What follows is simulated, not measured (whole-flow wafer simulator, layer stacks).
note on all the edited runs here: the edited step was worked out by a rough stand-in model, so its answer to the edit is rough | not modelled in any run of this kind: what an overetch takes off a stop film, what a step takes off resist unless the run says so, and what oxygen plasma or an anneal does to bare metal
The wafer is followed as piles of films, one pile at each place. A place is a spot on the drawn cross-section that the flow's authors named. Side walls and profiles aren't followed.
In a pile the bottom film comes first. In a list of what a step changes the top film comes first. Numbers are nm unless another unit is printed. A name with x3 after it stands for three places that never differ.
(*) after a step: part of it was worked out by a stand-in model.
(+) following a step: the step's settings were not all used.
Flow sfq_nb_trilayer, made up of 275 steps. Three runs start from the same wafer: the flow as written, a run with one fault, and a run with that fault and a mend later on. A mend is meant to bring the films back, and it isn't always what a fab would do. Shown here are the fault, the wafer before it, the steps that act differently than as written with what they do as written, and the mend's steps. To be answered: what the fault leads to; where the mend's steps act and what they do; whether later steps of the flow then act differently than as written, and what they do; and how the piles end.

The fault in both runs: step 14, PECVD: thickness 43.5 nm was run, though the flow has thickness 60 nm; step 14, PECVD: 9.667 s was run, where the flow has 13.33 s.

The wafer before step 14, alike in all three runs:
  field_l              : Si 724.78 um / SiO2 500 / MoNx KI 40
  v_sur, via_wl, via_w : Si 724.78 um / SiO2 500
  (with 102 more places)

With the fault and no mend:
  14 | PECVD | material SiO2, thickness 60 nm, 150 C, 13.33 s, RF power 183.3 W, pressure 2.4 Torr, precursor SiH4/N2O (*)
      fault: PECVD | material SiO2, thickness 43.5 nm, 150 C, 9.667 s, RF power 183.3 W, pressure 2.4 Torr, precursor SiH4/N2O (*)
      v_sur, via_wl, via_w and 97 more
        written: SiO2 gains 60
        fault: SiO2 gains 43.5
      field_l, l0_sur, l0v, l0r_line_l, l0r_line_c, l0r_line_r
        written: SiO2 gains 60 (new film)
        fault: SiO2 gains 43.5 (new film)
  Steps later in the flow that act otherwise than as written (not shown: 11 more steps that differ only slightly, by at most 2% or 0.5 nm, whichever is larger):
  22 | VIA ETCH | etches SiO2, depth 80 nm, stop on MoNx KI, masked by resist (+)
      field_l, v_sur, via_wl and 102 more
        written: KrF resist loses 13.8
        fault: KrF resist loses 11.2
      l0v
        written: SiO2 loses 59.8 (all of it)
        fault: SiO2 loses 43.3 (all of it)
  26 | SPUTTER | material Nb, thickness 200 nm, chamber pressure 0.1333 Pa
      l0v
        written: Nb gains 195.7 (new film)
        fault: Nb gains 200 (new film)
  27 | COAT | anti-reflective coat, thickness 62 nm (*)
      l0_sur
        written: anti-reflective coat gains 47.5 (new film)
        fault: anti-reflective coat gains 49.3 (new film)
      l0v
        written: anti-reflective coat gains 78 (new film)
        fault: anti-reflective coat gains 72.6 (new film)
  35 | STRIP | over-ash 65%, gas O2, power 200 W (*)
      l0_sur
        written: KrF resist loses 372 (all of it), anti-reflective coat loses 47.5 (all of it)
        fault: KrF resist loses 373.3 (all of it), anti-reflective coat loses 49.3 (all of it)
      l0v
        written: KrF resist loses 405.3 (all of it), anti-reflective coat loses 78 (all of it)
        fault: KrF resist loses 394.1 (all of it), anti-reflective coat loses 72.6 (all of it)
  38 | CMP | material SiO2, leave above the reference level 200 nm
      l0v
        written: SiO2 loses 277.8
        fault: SiO2 loses 298.6
  By the end, the piles at field_l, v_sur, via_wl and 100 more depart from the flow's by more than 2% or 0.5 nm, whichever is larger.
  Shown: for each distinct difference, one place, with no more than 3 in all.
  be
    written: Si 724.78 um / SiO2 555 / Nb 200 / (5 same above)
    fault: Si 724.78 um / SiO2 538.5 / Nb 200 / (5 same above)
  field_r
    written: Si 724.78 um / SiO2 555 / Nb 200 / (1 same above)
    fault: Si 724.78 um / SiO2 538.5 / Nb 200 / (1 same above)
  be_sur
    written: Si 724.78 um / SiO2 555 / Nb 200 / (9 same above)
    fault: Si 724.78 um / SiO2 538.5 / Nb 200 / (9 same above)

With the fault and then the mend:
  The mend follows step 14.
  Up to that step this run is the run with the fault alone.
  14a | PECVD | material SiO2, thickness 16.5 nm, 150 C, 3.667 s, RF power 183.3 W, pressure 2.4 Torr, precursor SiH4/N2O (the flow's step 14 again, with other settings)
      field_l, v_sur, via_wl and 103 more
        SiO2 gains 16.5
  None of the later steps of the flow differs from how it acts as written, at any place that is followed, by more than 2% or 0.5 nm, whichever is larger.
  By the end, the piles equal the flow's at every place that both follow.
